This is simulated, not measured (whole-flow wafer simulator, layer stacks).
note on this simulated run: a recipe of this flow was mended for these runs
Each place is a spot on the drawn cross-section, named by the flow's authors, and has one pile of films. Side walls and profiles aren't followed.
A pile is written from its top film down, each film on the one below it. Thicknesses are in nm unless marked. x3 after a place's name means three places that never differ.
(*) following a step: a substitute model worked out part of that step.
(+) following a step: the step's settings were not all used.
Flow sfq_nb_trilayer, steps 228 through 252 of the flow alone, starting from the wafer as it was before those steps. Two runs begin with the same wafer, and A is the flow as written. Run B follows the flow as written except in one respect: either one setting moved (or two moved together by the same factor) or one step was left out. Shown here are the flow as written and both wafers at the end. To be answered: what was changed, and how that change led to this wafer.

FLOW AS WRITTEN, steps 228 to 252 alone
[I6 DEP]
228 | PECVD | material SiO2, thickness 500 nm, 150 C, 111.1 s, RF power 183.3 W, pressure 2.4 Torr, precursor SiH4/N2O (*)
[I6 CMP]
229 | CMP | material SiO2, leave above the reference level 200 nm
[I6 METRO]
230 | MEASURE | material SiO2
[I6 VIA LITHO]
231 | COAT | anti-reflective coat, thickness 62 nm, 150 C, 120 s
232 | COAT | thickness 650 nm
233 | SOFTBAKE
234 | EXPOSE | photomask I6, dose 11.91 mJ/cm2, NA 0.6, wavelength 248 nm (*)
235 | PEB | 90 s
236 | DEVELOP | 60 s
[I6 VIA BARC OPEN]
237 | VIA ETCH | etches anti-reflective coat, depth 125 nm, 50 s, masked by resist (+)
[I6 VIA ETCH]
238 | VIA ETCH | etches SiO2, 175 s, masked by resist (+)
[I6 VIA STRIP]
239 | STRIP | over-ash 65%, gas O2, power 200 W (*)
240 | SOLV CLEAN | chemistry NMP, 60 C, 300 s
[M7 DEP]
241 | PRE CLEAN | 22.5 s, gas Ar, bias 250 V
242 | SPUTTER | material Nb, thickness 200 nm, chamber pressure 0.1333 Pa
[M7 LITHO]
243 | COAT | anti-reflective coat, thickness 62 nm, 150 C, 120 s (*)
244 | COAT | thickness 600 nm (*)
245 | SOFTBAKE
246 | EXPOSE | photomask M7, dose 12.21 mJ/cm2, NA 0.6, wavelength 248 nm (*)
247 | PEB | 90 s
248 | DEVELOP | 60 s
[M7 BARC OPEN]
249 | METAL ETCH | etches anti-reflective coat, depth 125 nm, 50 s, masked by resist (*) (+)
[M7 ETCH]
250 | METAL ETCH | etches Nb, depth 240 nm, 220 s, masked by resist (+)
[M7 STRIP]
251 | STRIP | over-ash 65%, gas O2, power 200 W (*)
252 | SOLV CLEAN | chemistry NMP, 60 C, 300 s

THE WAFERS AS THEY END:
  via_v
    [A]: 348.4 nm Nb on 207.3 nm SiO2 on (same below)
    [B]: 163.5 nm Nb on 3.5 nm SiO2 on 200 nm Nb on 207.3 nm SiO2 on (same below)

What caused this: step 238, VIA ETCH: 127 s was run, while the flow as written has 175 s.

Step by step, how the change led to this:
  238 | VIA ETCH | etches SiO2, 175 s, masked by resist (+)
      via_v: A SiO2 loses 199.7 (all of it), Nb loses 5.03 | B SiO2 loses 188.7
      field_l, v_sur, via_wl and 102 more: A KrF-resist-other-grade loses 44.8 | B KrF-resist-other-grade loses 32.5
  239 | STRIP | over-ash 65%, gas O2, power 200 W (*)
      field_l, v_sur, via_wl and 102 more: A KrF-resist-other-grade loses 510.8 (all of it), anti-reflective coat loses 62 (all of it) | B KrF-resist-other-grade loses 523.1 (all of it), anti-reflective coat loses 62 (all of it)
  241 | PRE CLEAN | 22.5 s, gas Ar, bias 250 V
      via_v: A Nb loses 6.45 | B SiO2 loses 7.5
  242 | SPUTTER | material Nb, thickness 200 nm, chamber pressure 0.1333 Pa
      via_v: A Nb gains 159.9 | B Nb gains 163.5 (new film)
  243 | COAT | anti-reflective coat, thickness 62 nm, 150 C, 120 s (*)
      via_wr: A anti-reflective coat gains 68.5 (new film) | B anti-reflective coat gains 66.2 (new film)
      via_sp: A anti-reflective coat gains 41.7 (new film) | B anti-reflective coat gains 38.8 (new film)
      (as well as at 3 more places)
  251 | STRIP | over-ash 65%, gas O2, power 200 W (*)
      via_wr: A KrF-resist-other-grade loses 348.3 (all of it), anti-reflective coat loses 68.5 (all of it) | B KrF-resist-other-grade loses 350.1 (all of it), anti-reflective coat loses 66.2 (all of it)
      via_sp: A KrF-resist-other-grade loses 364.2 (all of it), anti-reflective coat loses 41.7 (all of it) | B KrF-resist-other-grade loses 366.5 (all of it), anti-reflective coat loses 38.8 (all of it)
      (as well as at 3 more places)
With metal films that touch counted as one body, via_v has 6 bodies (between them, from the top down: SiO2 3.5; SiO2 207.3 / Al2O3 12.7 / Nb2O5 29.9; SiO2 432; SiO2 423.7; SiO2 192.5); the flow as written gives 5 bodies (between them, from the top down: SiO2 207.3 / Al2O3 12.7 / Nb2O5 29.9; SiO2 432; SiO2 423.7; SiO2 192.5).
